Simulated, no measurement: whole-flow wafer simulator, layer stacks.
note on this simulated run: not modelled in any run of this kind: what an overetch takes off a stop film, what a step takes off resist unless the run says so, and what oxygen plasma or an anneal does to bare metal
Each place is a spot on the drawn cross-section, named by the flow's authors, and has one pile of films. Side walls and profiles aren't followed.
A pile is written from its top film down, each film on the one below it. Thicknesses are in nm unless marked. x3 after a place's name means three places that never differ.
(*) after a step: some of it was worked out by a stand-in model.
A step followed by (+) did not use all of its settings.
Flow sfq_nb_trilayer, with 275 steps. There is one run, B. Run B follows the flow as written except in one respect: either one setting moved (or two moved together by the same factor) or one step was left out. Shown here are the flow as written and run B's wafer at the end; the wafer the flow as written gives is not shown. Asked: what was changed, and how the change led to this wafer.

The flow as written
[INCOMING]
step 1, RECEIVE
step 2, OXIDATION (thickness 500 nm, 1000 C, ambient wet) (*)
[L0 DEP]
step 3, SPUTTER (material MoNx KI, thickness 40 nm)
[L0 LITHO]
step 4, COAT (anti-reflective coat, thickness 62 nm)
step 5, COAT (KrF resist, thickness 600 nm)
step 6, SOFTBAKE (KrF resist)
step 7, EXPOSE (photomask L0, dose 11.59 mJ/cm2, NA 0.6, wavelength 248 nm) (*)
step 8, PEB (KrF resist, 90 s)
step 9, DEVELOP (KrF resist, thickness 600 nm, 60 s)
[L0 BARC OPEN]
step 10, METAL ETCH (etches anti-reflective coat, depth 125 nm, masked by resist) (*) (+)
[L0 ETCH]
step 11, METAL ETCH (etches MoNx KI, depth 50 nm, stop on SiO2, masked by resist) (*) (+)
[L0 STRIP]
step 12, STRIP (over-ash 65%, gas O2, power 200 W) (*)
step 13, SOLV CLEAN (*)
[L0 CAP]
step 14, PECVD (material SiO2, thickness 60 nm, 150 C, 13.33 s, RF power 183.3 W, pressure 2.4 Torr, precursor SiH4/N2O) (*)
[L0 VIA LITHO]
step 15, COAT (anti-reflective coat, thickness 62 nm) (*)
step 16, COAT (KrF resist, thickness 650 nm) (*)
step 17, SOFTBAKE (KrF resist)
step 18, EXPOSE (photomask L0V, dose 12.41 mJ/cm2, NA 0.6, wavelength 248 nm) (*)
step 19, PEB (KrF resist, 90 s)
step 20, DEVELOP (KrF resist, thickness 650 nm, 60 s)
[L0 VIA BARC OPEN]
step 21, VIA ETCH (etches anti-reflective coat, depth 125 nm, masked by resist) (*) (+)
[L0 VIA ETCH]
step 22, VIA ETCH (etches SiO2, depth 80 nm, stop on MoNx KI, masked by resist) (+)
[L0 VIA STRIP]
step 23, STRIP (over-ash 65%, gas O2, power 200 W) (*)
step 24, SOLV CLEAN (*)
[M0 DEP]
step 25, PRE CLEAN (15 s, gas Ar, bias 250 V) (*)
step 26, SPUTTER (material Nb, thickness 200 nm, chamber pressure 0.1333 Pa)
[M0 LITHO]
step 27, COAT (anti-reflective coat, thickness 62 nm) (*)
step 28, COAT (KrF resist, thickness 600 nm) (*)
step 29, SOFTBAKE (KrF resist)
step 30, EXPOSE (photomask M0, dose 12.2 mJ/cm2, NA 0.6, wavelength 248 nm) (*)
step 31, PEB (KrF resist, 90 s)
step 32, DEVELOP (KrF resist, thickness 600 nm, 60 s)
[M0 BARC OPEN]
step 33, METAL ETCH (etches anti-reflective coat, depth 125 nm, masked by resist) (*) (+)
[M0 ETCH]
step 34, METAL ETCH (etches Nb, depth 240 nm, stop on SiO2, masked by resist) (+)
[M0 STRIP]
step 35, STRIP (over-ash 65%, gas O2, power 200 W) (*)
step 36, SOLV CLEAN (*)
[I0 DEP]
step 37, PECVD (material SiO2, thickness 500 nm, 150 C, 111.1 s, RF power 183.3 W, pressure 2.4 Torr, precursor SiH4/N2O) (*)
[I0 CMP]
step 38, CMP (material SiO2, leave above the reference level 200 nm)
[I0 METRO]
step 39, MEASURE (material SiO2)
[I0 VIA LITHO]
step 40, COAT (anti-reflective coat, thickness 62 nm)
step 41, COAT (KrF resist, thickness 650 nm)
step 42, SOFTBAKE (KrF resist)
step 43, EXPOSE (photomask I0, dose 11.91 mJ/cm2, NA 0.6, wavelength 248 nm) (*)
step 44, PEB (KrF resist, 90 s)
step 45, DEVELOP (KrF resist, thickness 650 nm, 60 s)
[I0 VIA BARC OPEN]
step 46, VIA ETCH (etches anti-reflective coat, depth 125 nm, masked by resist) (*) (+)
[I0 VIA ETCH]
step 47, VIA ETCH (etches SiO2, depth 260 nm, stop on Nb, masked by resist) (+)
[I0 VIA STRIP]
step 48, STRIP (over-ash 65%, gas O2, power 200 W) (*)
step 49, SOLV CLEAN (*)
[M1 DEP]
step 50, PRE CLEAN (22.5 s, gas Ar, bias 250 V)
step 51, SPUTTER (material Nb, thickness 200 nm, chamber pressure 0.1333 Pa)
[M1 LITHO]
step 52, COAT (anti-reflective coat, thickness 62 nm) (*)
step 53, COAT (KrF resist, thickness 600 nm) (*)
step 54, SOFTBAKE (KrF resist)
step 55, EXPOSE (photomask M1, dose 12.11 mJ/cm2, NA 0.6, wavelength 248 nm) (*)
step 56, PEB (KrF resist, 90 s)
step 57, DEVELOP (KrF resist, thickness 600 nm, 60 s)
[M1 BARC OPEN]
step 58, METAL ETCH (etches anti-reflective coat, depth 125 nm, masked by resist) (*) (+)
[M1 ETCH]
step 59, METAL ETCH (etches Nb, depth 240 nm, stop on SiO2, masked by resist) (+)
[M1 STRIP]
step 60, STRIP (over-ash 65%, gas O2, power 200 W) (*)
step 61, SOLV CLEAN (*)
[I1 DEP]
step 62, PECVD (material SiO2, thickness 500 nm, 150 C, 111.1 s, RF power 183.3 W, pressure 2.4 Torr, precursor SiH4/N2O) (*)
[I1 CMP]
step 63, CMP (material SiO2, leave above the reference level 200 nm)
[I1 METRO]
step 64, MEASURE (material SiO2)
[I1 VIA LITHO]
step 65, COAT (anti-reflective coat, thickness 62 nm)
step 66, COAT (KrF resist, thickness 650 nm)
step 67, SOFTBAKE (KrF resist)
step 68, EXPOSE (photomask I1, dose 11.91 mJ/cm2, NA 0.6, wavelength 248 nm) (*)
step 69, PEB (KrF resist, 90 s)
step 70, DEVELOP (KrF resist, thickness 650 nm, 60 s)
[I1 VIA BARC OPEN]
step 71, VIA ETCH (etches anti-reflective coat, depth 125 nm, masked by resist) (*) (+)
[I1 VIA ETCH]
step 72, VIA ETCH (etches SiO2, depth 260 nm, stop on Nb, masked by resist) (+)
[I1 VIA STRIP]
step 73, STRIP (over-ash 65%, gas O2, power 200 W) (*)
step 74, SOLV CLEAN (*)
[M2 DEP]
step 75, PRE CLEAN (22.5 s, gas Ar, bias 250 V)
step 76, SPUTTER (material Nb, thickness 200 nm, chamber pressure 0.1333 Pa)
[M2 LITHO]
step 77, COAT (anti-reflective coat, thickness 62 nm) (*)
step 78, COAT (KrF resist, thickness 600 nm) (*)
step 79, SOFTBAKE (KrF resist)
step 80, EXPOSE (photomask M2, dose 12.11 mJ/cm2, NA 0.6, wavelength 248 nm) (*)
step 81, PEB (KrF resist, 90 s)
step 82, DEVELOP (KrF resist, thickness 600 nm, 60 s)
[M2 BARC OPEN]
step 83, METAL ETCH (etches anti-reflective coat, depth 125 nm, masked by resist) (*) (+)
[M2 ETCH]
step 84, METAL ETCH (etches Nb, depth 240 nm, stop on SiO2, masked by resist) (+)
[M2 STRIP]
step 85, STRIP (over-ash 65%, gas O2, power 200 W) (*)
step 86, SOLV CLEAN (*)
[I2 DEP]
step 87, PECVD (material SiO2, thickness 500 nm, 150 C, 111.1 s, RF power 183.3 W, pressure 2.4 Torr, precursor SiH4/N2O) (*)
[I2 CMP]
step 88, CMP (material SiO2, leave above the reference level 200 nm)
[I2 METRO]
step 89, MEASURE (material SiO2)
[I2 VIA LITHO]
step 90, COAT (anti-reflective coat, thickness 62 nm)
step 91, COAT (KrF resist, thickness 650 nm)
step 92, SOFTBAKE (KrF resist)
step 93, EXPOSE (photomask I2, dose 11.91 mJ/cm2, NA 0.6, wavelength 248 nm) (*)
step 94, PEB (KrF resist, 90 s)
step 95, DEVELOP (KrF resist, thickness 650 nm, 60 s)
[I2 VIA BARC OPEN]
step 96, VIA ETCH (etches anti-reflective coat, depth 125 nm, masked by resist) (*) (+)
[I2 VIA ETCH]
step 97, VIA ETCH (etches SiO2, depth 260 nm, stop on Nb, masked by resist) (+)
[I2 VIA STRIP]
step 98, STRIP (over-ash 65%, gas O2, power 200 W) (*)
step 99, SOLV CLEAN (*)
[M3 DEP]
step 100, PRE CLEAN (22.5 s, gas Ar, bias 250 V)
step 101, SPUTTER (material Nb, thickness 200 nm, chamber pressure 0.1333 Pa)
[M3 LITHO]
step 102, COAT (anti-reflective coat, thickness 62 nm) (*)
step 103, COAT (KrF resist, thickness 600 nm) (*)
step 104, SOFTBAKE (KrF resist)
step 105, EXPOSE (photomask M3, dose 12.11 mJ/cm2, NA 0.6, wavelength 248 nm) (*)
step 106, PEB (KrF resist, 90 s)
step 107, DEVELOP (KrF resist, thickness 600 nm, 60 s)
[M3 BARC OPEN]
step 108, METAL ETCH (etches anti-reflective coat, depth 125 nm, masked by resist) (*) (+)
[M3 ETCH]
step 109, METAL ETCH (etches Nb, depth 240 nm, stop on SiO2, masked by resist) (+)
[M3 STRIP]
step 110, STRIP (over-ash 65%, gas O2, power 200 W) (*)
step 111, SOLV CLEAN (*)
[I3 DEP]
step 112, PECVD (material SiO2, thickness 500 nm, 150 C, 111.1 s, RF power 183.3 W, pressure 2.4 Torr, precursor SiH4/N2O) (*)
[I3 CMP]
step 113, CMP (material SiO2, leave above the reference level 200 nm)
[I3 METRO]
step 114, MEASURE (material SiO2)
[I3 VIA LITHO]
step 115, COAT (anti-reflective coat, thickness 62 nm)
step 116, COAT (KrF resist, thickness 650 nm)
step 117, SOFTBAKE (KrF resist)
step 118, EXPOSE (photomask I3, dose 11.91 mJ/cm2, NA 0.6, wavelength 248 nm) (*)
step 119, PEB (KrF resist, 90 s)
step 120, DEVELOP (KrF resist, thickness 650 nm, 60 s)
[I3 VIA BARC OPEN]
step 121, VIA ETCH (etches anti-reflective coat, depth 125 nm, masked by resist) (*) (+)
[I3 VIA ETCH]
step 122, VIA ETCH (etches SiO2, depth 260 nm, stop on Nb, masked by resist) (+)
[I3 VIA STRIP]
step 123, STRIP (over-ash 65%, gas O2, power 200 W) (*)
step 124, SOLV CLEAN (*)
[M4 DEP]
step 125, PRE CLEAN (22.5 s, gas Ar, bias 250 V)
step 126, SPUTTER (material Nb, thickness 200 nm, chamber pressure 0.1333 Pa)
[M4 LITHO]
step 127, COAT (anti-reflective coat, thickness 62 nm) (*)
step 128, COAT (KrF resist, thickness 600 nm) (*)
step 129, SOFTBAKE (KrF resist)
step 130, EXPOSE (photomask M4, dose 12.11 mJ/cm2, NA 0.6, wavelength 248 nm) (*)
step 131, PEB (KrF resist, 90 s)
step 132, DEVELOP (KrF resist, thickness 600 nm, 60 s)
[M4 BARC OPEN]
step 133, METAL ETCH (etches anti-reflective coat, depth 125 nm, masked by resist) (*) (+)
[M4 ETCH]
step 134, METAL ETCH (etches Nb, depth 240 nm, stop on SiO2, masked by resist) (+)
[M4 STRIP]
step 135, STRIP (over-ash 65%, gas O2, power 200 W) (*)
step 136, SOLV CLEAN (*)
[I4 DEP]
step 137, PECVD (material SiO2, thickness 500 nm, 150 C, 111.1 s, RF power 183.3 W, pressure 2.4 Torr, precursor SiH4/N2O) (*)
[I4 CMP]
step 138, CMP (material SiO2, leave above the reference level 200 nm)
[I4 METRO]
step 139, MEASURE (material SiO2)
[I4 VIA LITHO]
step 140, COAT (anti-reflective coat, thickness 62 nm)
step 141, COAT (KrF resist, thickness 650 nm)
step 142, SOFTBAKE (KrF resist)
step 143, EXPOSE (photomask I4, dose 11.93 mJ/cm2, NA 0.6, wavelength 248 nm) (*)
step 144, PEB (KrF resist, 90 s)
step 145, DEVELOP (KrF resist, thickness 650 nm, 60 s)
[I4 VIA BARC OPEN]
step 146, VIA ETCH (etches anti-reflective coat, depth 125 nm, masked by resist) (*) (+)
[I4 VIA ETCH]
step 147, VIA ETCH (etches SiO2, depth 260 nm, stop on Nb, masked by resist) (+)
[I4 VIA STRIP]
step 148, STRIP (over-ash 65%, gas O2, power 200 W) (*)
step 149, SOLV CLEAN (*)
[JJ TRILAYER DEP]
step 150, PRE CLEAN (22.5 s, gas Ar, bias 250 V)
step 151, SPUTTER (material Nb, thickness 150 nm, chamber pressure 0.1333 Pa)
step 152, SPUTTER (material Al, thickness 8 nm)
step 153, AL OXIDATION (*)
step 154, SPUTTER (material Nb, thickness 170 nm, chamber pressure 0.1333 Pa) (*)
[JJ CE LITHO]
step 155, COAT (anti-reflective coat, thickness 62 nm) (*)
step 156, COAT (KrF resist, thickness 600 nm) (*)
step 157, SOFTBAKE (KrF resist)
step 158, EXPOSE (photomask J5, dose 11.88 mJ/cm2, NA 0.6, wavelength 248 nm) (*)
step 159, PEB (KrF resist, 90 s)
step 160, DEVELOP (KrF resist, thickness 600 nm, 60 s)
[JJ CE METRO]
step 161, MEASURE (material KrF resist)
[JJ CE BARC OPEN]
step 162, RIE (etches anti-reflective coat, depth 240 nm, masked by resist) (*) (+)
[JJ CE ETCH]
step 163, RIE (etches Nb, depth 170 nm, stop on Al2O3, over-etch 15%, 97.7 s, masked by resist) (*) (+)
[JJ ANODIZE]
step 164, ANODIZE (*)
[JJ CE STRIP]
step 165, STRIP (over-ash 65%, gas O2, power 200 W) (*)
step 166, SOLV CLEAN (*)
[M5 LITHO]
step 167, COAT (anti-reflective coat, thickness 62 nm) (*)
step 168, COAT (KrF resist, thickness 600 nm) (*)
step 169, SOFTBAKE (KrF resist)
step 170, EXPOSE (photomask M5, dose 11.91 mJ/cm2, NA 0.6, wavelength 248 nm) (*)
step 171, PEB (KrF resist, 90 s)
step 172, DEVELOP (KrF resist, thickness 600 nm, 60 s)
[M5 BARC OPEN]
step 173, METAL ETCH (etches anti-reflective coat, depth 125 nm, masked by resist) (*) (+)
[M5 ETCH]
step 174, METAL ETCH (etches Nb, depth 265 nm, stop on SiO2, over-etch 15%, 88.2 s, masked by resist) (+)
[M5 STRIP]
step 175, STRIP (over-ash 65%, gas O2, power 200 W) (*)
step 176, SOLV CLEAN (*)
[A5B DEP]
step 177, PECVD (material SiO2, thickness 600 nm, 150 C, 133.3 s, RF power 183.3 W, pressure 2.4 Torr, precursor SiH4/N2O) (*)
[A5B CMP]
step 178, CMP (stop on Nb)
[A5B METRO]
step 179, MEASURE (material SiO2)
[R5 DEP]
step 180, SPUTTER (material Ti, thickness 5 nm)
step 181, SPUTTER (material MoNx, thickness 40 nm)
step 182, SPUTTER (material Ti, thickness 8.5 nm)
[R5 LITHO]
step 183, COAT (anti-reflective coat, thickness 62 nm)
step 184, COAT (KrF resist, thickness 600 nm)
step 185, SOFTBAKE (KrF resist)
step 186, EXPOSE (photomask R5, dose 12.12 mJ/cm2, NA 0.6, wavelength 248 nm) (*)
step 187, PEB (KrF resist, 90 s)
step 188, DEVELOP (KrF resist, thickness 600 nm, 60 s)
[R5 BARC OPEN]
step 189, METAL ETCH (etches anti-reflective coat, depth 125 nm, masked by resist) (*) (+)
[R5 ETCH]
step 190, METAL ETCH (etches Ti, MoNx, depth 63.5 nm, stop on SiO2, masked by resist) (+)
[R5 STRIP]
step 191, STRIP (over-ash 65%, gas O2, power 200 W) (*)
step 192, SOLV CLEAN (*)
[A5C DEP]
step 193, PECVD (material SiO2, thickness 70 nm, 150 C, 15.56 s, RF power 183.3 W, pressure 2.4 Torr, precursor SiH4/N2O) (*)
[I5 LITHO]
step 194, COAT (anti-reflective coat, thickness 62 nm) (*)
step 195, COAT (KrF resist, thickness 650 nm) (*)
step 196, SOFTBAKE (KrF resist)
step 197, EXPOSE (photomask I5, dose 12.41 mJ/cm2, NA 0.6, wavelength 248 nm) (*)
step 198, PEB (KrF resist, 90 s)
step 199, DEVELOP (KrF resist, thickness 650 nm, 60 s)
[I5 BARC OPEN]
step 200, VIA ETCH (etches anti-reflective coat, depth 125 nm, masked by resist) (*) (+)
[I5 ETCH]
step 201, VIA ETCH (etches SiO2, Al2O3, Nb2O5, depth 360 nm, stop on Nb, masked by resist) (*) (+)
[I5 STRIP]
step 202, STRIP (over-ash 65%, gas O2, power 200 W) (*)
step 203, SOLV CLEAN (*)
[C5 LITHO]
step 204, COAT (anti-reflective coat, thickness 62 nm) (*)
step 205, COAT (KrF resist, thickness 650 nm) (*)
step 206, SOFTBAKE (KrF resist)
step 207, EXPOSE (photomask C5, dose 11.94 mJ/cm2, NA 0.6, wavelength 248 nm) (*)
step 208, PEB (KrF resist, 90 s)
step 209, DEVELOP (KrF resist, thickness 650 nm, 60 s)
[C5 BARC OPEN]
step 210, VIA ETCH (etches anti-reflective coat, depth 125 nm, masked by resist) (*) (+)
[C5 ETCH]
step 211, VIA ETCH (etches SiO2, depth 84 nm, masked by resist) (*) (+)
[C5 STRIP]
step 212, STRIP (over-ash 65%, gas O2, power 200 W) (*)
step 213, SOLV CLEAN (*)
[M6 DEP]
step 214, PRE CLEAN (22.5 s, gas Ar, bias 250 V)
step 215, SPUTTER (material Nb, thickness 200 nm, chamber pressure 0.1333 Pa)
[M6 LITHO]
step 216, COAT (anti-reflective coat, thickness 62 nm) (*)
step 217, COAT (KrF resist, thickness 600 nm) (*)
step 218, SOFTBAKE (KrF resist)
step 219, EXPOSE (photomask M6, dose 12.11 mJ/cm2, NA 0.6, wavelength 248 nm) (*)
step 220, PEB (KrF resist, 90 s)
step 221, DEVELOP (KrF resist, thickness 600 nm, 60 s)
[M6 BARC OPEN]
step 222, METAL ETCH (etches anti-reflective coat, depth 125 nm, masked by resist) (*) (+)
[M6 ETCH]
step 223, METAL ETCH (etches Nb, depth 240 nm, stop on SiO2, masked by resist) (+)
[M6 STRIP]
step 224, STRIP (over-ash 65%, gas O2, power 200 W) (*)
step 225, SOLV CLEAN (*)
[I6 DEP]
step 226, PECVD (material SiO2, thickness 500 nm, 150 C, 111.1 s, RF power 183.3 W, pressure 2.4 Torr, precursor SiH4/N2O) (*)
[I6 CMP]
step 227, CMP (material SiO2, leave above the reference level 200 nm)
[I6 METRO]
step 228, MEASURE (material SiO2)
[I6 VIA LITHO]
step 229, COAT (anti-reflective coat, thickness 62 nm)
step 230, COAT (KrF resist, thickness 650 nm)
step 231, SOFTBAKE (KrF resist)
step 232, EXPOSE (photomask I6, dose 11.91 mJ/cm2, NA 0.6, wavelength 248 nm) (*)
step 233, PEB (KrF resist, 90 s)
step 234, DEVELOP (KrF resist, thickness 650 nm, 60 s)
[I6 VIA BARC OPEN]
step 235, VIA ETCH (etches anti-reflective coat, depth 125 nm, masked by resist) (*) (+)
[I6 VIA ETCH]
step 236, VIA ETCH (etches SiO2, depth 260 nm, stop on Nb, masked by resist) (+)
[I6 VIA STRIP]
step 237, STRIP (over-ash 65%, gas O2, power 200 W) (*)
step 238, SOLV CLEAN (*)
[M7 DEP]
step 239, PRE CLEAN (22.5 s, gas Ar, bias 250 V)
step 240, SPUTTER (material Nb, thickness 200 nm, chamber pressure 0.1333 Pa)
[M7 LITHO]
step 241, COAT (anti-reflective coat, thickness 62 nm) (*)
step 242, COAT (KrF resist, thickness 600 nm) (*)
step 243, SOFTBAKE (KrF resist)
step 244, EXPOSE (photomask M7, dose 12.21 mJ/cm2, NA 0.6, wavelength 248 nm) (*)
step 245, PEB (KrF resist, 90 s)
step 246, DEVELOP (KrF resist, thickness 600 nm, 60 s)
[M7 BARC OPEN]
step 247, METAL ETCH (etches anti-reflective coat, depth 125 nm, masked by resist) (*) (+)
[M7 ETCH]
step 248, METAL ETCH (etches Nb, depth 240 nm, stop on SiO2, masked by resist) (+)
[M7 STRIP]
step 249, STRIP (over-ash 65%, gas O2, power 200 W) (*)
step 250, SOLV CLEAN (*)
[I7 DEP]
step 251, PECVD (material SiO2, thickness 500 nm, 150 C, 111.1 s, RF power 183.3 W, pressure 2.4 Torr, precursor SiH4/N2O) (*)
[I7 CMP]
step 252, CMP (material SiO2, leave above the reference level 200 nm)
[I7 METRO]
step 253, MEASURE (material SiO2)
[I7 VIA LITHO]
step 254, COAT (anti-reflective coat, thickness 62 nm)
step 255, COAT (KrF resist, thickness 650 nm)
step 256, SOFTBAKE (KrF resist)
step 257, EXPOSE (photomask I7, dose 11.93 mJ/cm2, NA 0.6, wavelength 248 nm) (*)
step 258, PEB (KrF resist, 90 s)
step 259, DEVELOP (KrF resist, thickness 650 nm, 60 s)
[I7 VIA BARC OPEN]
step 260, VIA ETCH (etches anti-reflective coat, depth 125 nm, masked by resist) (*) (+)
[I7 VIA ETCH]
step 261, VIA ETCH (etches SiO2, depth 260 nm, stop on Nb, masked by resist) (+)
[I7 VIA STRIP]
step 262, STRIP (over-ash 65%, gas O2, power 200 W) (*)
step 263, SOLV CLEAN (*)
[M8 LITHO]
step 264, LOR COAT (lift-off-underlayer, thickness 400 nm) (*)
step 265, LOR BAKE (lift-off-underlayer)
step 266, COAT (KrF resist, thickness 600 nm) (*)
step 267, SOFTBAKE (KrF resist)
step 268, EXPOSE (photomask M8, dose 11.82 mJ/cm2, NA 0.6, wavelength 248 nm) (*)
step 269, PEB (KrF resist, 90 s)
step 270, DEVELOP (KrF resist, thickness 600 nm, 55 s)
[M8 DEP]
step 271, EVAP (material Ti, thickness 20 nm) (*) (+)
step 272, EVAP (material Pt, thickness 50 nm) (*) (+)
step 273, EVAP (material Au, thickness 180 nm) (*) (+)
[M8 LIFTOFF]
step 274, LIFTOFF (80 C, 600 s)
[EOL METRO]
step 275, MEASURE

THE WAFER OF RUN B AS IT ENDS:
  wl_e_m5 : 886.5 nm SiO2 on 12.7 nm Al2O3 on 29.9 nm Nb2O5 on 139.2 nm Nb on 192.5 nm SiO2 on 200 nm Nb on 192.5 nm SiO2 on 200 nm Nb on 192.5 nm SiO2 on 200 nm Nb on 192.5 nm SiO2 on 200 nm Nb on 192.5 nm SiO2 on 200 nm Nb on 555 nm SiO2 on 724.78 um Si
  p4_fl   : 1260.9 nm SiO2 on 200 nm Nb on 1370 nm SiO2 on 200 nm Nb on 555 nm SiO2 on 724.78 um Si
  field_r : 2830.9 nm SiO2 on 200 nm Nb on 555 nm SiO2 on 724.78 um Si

The reason: step 215, SPUTTER: thickness 85 nm was run, while the flow as written has thickness 200 nm.

How this came from the change, step by step:
  step 215, SPUTTER (material Nb, thickness 200 nm, chamber pressure 0.1333 Pa)
      field_l, v_sur, via_wl and 100 more: Nb gains 85 (new film) (in the flow as written it would be: Nb gains 200 (new film))
      be: Nb gains 63.1 (in the flow as written it would be: Nb gains 147.3)
      (and at 2 other places as well)
  step 216, COAT (anti-reflective coat, thickness 62 nm) (*)
      be: anti-reflective coat gains 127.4 (new film) (in the flow as written it would be: anti-reflective coat gains 136.7 (new film))
      be_sur: anti-reflective coat gains 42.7 (new film) (in the flow as written it would be: anti-reflective coat gains 43.8 (new film))
      (and at 2 other places as well)
  step 217, COAT (KrF resist, thickness 600 nm) (*)
      be: KrF resist gains 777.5 (new film) (in the flow as written it would be: KrF resist gains 793.9 (new film))
  step 223, METAL ETCH (etches Nb, depth 240 nm, stop on SiO2, masked by resist) (+)
      field_l, gap, moat and 76 more: Nb loses 85 (all of it) (in the flow as written it would be: Nb loses 200 (all of it))
      v_sur, via_wl, via_w and 24 more: KrF resist loses 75 (in the flow as written it would be: KrF resist loses 141.2)
  step 224, STRIP (over-ash 65%, gas O2, power 200 W) (*)
      wl_j_sl, wl_j_sr: KrF resist loses 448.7 (all of it), anti-reflective coat loses 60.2 (all of it) (in the flow as written it would be: KrF resist loses 382.5 (all of it), anti-reflective coat loses 60.2 (all of it))
      m6r_line_l x2: KrF resist loses 448.6 (all of it), anti-reflective coat loses 62 (all of it) (in the flow as written it would be: KrF resist loses 382.4 (all of it), anti-reflective coat loses 62 (all of it))
      (and at 23 other places as well)
  step 226, PECVD (material SiO2, thickness 500 nm, 150 C, 111.1 s, RF power 183.3 W, pressure 2.4 Torr, precursor SiH4/N2O) (*)
      gap, wl_a_sl, m6r_space_l x2: SiO2 gains 500 (in the flow as written it would be: SiO2 gains 557.1)
      be: SiO2 gains 649.4 (new film) (in the flow as written it would be: SiO2 gains 693.5 (new film))
  step 227, CMP (material SiO2, leave above the reference level 200 nm)
      field_l, p4_fl, p4_fm and 59 more: SiO2 loses 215 (in the flow as written it would be: SiO2 loses 100)
      moat, field_r, lsp_l, ln_m5, lsp_m: SiO2 loses 215 (in the flow as written it would be: SiO2 loses 93.6)
      (and at 13 other places as well)
